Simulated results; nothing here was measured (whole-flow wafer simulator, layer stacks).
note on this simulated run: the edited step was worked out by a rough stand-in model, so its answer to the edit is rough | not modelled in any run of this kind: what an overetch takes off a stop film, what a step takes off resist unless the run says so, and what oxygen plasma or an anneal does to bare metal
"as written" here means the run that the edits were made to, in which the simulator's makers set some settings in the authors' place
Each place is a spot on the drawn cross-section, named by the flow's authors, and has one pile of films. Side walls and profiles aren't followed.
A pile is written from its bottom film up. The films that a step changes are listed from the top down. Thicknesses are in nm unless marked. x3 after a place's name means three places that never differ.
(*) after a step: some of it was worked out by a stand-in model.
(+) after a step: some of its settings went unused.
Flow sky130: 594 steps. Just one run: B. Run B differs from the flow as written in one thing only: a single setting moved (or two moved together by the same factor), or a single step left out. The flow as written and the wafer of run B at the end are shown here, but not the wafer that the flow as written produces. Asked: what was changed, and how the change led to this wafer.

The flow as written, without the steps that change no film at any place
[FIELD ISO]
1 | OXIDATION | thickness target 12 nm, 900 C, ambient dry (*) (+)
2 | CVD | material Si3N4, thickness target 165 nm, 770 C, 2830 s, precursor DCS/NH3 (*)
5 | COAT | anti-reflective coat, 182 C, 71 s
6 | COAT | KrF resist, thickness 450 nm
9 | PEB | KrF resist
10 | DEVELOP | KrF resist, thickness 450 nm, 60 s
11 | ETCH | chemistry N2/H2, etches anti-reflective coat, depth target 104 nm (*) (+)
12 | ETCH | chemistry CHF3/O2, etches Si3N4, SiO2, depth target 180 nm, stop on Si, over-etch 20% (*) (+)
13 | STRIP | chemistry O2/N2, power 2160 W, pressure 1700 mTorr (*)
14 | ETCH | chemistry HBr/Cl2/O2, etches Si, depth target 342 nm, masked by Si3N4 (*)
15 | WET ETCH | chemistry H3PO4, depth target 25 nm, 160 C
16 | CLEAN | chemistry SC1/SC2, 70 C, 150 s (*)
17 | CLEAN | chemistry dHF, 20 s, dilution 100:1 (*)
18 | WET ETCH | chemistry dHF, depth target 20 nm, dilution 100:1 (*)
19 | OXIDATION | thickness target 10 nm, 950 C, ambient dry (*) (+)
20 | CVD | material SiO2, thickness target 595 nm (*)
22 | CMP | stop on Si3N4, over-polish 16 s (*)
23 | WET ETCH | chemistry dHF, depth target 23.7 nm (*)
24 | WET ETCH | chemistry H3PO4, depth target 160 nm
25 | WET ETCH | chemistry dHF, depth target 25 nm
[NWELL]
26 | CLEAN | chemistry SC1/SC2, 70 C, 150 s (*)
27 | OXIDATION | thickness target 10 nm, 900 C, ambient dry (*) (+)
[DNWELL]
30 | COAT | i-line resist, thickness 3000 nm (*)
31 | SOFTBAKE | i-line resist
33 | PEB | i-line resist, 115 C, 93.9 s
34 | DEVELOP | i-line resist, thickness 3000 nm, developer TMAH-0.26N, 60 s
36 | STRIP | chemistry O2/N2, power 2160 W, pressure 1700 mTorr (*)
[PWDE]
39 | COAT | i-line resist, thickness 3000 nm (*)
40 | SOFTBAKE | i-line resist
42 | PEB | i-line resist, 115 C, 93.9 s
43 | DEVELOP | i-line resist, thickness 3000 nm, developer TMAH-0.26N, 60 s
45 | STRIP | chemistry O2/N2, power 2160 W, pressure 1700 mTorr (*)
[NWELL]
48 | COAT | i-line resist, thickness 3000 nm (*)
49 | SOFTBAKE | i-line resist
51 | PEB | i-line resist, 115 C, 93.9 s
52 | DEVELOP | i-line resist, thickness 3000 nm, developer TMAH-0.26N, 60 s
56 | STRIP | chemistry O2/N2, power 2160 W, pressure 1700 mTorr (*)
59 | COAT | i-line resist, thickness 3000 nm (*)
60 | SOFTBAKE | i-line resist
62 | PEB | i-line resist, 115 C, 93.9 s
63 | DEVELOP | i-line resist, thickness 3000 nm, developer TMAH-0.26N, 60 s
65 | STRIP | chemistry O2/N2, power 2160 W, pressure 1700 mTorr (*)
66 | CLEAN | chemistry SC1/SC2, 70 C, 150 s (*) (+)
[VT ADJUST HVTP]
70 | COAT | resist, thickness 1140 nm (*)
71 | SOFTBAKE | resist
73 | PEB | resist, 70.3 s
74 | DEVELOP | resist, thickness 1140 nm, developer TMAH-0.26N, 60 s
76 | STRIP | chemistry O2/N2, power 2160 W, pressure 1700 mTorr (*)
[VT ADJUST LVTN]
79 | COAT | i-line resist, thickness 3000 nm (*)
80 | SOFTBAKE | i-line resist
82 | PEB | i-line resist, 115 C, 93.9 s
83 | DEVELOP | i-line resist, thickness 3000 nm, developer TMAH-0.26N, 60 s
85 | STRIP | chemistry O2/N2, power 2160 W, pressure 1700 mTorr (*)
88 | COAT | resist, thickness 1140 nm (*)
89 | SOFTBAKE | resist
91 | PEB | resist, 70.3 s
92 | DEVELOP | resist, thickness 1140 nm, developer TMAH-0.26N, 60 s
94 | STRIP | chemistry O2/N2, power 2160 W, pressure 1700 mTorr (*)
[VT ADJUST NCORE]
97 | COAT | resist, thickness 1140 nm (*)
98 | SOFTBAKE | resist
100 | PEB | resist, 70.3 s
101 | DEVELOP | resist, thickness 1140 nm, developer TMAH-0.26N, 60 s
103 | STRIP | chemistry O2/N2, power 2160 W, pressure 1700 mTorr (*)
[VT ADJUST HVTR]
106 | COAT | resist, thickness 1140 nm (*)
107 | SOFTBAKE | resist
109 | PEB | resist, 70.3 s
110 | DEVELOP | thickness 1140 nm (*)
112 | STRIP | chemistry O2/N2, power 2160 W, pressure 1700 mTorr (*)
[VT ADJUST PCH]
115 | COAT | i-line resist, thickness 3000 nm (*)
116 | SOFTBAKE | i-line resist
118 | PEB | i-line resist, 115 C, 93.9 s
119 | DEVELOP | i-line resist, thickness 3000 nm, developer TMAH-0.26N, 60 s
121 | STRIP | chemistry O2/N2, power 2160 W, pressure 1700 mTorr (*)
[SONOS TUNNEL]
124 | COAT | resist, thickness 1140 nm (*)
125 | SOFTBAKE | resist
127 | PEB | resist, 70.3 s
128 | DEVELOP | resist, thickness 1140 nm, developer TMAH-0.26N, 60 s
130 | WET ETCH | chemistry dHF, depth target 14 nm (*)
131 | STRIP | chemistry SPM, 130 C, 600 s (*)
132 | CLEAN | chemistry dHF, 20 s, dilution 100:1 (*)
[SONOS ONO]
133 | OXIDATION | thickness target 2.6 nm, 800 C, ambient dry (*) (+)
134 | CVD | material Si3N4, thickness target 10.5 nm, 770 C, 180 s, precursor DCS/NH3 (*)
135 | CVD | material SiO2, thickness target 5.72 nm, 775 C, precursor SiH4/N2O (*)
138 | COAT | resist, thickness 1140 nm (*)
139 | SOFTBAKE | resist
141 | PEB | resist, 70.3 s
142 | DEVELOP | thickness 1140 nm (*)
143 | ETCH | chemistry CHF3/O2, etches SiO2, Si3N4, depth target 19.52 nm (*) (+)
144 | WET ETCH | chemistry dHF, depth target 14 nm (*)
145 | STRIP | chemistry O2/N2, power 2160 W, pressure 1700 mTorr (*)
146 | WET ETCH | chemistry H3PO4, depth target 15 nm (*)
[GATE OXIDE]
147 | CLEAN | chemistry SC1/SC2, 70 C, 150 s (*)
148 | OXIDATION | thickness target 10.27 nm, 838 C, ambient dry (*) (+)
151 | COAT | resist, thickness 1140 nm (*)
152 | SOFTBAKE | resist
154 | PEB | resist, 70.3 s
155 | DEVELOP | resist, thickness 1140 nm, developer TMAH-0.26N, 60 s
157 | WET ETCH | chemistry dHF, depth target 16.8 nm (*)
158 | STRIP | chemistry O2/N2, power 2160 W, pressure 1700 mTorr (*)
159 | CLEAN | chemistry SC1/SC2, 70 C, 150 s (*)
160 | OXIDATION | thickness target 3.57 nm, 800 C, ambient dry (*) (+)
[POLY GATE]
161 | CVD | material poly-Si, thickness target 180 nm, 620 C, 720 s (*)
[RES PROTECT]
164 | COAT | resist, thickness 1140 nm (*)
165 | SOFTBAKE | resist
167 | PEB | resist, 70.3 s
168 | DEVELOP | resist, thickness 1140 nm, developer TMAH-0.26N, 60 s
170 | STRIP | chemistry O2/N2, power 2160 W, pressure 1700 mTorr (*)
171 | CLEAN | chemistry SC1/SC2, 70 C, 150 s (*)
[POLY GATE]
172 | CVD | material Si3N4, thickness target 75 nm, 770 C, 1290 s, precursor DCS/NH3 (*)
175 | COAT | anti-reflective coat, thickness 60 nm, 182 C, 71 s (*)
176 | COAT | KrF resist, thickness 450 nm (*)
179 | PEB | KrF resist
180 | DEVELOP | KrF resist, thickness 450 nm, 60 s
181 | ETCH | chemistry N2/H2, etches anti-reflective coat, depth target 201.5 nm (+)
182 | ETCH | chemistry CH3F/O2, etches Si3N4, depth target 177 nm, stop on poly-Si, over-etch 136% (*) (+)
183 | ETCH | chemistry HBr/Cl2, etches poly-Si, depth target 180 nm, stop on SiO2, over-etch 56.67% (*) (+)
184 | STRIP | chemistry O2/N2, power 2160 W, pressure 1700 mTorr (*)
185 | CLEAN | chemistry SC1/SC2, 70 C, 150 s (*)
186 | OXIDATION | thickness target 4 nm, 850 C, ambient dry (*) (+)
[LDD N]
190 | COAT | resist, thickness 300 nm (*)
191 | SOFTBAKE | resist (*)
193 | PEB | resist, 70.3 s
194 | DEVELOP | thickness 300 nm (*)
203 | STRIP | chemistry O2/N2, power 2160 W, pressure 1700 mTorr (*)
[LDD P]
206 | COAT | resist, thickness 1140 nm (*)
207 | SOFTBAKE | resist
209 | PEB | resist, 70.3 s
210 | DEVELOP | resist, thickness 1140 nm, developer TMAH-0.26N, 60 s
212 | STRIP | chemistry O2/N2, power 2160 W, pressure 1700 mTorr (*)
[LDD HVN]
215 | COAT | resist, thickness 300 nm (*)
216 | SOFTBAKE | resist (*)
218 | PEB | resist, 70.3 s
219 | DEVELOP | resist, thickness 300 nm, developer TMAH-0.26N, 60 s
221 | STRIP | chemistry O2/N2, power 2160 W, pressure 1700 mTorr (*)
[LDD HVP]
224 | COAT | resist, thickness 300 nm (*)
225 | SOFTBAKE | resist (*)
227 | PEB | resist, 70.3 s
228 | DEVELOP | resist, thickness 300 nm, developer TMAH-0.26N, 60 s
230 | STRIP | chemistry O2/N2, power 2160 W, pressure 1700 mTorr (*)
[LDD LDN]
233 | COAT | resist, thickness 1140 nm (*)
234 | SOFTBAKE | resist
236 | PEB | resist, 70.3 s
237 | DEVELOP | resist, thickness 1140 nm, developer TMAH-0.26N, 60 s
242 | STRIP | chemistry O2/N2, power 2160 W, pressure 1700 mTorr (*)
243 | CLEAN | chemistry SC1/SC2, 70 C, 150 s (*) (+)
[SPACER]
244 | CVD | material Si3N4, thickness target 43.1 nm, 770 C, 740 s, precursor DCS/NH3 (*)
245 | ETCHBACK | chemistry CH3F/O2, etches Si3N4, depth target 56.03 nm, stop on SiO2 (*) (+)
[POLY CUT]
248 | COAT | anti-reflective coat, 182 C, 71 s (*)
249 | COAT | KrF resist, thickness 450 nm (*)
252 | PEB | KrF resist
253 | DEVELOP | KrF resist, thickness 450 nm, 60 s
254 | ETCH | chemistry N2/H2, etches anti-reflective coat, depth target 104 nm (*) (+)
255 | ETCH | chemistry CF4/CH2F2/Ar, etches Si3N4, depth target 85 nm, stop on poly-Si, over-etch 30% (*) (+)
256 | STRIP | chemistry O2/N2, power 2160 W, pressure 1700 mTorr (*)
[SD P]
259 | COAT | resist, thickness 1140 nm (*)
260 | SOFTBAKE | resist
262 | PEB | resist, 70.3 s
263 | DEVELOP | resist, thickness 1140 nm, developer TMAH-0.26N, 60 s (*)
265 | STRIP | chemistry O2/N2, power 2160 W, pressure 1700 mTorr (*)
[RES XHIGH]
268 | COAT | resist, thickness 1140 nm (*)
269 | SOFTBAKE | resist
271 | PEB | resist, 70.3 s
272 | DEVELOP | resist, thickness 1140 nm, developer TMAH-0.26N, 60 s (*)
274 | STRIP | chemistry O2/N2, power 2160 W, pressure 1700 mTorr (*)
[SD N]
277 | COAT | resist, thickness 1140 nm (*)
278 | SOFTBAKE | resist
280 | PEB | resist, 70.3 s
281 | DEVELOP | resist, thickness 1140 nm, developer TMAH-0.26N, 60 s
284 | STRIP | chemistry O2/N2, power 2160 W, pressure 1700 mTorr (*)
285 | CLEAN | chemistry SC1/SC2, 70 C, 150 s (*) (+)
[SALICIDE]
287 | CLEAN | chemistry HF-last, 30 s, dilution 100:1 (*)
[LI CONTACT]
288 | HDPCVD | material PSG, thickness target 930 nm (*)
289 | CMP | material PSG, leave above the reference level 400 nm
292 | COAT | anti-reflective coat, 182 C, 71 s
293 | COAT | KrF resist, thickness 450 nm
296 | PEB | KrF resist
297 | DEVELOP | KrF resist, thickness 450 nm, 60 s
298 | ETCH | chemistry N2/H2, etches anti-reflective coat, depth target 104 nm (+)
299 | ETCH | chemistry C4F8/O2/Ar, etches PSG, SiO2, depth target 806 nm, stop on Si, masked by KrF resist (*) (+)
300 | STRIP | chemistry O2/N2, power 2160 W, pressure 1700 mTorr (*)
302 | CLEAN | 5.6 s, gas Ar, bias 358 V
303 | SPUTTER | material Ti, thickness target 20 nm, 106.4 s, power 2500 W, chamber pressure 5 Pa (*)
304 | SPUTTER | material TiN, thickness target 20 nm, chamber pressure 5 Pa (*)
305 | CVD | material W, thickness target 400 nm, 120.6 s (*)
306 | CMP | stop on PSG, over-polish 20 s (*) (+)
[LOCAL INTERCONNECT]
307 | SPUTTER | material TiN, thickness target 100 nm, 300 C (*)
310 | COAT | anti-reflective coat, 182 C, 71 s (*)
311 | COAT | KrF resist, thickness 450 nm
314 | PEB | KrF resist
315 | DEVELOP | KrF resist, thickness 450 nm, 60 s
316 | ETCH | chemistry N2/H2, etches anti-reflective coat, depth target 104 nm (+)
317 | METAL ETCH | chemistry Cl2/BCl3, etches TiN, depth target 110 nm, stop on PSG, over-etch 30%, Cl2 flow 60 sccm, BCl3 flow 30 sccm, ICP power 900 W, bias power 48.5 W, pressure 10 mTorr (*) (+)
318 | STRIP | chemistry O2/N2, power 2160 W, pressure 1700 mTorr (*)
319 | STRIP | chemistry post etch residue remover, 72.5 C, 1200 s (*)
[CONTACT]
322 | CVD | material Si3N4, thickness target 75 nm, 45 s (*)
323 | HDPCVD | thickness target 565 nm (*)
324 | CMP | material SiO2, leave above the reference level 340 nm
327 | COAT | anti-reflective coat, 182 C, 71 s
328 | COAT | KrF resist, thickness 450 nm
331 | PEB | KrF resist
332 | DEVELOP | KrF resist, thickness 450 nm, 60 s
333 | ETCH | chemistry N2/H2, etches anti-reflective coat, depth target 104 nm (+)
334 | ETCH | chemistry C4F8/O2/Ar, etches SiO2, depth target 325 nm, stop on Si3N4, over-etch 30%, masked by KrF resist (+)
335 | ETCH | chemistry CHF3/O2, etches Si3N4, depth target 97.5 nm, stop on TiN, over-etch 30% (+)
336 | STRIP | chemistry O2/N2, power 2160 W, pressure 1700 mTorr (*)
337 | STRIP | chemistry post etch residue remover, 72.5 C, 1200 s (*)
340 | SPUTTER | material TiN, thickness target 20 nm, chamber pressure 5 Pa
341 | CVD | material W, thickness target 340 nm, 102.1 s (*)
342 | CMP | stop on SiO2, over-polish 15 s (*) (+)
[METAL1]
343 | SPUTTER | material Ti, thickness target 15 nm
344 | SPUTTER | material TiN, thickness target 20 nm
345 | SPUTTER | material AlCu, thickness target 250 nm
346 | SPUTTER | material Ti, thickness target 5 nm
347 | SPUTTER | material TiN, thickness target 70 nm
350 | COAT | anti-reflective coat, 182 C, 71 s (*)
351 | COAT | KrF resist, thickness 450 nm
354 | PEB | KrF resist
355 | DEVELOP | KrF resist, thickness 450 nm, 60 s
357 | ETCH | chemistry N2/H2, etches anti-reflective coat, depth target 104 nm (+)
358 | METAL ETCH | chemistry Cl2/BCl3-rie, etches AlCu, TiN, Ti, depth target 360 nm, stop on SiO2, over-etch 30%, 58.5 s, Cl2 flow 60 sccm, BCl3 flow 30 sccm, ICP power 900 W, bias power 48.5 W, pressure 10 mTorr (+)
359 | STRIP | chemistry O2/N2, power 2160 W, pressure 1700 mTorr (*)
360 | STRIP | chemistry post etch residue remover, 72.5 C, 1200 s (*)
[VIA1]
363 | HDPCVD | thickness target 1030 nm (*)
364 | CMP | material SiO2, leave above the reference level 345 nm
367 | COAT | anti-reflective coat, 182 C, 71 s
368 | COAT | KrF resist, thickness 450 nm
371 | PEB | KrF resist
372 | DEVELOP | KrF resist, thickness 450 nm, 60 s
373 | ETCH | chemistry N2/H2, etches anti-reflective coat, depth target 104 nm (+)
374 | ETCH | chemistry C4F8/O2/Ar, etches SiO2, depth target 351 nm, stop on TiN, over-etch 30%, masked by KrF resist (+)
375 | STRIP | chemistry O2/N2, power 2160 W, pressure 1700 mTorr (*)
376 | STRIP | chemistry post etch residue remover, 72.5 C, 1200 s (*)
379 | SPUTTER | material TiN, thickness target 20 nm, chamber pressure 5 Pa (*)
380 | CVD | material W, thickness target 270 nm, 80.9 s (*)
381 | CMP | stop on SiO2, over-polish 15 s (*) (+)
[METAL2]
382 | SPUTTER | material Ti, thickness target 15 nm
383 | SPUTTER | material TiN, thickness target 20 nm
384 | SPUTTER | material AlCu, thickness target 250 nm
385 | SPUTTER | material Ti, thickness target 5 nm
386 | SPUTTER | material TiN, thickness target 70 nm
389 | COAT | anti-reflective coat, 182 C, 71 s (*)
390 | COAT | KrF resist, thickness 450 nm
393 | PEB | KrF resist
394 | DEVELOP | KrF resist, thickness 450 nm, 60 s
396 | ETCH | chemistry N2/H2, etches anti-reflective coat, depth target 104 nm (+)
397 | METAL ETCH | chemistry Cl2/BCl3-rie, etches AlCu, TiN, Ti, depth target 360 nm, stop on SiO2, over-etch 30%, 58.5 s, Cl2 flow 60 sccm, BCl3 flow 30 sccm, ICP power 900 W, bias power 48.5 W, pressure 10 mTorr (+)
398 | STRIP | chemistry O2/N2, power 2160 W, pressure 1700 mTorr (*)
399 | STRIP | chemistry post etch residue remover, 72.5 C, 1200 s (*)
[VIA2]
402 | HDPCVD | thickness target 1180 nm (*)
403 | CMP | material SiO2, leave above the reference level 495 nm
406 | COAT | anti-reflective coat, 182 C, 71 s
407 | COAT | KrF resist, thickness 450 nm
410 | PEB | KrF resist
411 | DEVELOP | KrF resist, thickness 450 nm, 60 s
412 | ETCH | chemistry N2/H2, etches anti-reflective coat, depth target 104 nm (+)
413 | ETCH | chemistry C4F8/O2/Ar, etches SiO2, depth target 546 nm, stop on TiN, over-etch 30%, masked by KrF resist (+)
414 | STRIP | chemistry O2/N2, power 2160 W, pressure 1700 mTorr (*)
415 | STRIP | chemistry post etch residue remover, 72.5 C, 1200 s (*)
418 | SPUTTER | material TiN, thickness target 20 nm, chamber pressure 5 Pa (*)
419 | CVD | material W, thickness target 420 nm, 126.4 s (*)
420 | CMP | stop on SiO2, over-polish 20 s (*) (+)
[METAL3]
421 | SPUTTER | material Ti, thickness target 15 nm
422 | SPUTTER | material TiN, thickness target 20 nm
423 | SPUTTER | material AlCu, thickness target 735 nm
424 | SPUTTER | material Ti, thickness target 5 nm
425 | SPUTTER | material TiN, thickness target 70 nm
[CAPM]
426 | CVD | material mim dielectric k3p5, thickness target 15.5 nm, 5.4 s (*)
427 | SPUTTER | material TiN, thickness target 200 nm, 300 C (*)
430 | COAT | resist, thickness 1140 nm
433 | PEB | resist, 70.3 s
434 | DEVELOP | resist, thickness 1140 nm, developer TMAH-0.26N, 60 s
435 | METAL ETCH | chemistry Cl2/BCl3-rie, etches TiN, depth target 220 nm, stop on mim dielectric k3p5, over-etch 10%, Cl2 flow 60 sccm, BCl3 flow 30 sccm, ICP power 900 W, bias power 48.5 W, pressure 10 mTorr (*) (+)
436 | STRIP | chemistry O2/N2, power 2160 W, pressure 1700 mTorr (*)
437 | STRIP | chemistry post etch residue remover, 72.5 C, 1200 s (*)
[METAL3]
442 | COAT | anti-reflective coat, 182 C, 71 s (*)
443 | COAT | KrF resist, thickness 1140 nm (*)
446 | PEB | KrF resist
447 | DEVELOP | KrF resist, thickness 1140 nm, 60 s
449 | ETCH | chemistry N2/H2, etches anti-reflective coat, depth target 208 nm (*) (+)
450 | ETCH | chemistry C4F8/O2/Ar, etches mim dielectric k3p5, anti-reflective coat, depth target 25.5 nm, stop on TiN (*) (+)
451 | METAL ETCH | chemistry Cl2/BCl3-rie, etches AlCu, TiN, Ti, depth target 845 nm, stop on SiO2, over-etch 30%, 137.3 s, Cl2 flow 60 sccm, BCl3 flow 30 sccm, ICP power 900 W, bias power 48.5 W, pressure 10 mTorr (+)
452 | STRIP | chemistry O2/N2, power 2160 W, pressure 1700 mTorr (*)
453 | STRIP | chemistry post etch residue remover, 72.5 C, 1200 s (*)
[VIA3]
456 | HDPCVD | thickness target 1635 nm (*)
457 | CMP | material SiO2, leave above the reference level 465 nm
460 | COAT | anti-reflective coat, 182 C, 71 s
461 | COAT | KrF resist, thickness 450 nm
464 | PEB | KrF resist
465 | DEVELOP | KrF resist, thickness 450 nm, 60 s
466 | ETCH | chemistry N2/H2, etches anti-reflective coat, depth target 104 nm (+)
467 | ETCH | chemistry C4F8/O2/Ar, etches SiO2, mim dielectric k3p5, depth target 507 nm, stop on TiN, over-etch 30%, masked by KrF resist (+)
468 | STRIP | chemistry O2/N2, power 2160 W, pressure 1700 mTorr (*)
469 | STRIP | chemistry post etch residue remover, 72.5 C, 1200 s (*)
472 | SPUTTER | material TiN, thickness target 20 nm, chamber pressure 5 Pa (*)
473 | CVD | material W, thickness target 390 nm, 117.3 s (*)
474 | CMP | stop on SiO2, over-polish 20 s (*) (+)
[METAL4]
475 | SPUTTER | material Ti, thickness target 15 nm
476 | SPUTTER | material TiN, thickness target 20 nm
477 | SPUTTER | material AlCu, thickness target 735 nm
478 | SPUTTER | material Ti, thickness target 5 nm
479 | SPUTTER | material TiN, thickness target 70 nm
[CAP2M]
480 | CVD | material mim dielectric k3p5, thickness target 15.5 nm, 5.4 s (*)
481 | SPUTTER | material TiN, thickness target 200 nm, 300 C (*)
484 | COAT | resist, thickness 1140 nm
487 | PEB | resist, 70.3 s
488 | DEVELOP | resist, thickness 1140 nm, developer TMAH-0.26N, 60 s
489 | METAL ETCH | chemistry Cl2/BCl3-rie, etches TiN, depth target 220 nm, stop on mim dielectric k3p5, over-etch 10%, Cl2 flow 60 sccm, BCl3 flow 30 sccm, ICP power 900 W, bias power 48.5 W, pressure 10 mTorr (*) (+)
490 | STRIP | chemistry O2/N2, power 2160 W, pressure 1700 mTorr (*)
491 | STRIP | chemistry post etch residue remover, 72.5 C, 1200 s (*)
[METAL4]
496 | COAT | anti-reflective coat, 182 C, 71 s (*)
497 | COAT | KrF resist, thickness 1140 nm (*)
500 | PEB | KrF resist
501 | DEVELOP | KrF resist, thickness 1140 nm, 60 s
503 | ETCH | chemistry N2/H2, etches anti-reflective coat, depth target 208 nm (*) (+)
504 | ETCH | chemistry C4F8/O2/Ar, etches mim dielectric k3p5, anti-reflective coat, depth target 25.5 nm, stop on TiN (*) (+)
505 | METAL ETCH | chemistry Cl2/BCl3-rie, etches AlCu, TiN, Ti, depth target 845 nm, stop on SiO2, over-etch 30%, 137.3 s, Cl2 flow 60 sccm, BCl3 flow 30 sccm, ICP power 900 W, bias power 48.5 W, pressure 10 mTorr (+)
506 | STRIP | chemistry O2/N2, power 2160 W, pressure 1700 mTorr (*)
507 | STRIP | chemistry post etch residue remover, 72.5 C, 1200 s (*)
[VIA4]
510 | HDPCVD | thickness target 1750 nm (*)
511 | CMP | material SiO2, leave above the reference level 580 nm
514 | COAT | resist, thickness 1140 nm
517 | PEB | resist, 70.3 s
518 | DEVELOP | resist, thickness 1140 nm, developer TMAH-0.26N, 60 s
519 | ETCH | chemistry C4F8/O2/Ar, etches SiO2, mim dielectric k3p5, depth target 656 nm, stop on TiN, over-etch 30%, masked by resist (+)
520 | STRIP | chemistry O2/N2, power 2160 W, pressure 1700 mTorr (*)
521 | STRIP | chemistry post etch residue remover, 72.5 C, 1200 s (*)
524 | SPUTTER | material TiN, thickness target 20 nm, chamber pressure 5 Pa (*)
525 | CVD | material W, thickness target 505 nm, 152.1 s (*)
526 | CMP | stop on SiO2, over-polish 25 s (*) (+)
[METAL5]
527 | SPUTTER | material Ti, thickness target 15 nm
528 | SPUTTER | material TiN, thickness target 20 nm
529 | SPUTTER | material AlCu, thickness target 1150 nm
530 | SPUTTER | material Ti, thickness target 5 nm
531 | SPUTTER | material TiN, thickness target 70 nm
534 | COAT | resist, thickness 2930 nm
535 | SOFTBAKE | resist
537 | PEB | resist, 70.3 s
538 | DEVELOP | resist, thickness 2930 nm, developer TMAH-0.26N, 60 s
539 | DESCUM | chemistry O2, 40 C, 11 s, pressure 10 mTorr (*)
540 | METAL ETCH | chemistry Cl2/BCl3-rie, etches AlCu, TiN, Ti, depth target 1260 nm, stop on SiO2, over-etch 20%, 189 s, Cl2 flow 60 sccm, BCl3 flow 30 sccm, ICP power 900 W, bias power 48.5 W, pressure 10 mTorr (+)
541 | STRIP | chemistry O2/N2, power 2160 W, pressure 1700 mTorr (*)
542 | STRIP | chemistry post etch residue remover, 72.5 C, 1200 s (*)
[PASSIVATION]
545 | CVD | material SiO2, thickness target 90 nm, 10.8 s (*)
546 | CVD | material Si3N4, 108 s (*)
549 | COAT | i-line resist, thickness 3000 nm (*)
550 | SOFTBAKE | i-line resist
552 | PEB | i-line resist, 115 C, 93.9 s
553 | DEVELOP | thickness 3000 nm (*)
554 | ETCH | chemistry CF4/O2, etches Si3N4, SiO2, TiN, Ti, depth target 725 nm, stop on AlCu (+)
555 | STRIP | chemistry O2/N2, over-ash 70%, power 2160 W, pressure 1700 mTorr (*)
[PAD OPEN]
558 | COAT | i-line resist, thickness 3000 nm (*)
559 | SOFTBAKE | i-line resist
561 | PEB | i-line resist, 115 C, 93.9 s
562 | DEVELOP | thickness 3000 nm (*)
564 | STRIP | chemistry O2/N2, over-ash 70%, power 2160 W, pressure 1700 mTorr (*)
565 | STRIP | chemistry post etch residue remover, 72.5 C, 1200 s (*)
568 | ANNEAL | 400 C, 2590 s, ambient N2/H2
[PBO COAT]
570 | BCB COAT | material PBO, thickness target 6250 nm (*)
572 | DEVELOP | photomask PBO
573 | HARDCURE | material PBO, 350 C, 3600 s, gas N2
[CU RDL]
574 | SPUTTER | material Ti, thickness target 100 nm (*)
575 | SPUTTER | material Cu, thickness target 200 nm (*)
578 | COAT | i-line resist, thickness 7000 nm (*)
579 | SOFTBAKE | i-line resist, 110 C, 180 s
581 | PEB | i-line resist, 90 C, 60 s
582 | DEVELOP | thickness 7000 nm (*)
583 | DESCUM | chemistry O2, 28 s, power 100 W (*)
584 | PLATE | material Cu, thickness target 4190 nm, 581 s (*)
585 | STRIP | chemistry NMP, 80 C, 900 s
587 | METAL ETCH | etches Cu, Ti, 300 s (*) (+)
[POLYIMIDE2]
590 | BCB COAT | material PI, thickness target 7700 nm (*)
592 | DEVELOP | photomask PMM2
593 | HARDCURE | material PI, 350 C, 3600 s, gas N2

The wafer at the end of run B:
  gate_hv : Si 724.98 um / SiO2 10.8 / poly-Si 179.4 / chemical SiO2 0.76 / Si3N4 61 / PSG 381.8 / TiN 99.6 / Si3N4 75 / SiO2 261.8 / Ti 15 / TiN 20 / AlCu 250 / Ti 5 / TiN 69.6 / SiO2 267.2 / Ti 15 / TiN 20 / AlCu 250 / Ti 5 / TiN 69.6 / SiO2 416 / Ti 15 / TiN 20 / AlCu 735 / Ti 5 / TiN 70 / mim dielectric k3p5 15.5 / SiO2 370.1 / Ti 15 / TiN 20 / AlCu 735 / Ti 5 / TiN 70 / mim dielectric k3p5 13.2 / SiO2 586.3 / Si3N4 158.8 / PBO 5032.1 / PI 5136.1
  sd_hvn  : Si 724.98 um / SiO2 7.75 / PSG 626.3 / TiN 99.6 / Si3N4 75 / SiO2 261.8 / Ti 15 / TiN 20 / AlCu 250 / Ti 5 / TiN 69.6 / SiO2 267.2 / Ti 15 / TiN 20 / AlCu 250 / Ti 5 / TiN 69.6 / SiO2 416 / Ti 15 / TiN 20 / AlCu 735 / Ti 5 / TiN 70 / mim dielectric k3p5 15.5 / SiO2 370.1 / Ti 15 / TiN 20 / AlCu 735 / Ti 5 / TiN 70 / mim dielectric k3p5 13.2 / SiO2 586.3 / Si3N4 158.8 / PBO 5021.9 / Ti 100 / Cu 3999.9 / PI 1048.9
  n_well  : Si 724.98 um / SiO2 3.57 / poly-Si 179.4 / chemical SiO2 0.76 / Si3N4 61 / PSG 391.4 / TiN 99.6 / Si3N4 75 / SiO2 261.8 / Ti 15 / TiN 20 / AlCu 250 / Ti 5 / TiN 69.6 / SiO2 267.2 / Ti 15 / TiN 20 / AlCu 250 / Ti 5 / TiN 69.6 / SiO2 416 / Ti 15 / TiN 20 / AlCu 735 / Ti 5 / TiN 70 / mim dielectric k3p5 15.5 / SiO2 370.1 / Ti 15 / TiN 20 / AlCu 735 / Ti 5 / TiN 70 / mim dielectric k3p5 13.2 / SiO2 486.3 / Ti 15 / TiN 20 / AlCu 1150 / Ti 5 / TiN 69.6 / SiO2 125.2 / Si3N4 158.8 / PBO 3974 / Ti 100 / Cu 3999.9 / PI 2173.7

What caused this: step 480, CVD: thickness target 13.2 nm was run, though the flow has thickness target 15.5 nm; step 480, CVD: 4.59 s was run, where the flow has 5.4 s.
The wafer lets one read it off: gate_hv has mim dielectric k3p5 13.2, and step 480 as written asks for 15.5 nm.

Step by step, how the change led to this:
  480 | CVD | material mim dielectric k3p5, thickness target 15.5 nm, 5.4 s (*)
      field, active, n_well and 189 more: +13.2 mim dielectric k3p5 (new film) (in the flow as written it would be: +15.5 mim dielectric k3p5 (new film))
  504 | ETCH | chemistry C4F8/O2/Ar, etches mim dielectric k3p5, anti-reflective coat, depth target 25.5 nm, stop on TiN (*) (+)
      n_well, p_well, gate_hv and 102 more: -13.2 KrF resist (in the flow as written it would be: -15.5 KrF resist)
      field, active, gate and 85 more: -13.2 mim dielectric k3p5 (all of it) (in the flow as written it would be: -15.5 mim dielectric k3p5 (all of it))
  519 | ETCH | chemistry C4F8/O2/Ar, etches SiO2, mim dielectric k3p5, depth target 656 nm, stop on TiN, over-etch 30%, masked by resist (+)
      m1: -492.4 SiO2 (all of it), -13.2 mim dielectric k3p5 (all of it) (in the flow as written it would be: -490.1 SiO2 (all of it), -15.5 mim dielectric k3p5 (all of it))
      via4_hole: -491.8 SiO2 (all of it), -13.2 mim dielectric k3p5 (all of it) (in the flow as written it would be: -489.5 SiO2 (all of it), -15.5 mim dielectric k3p5 (all of it))
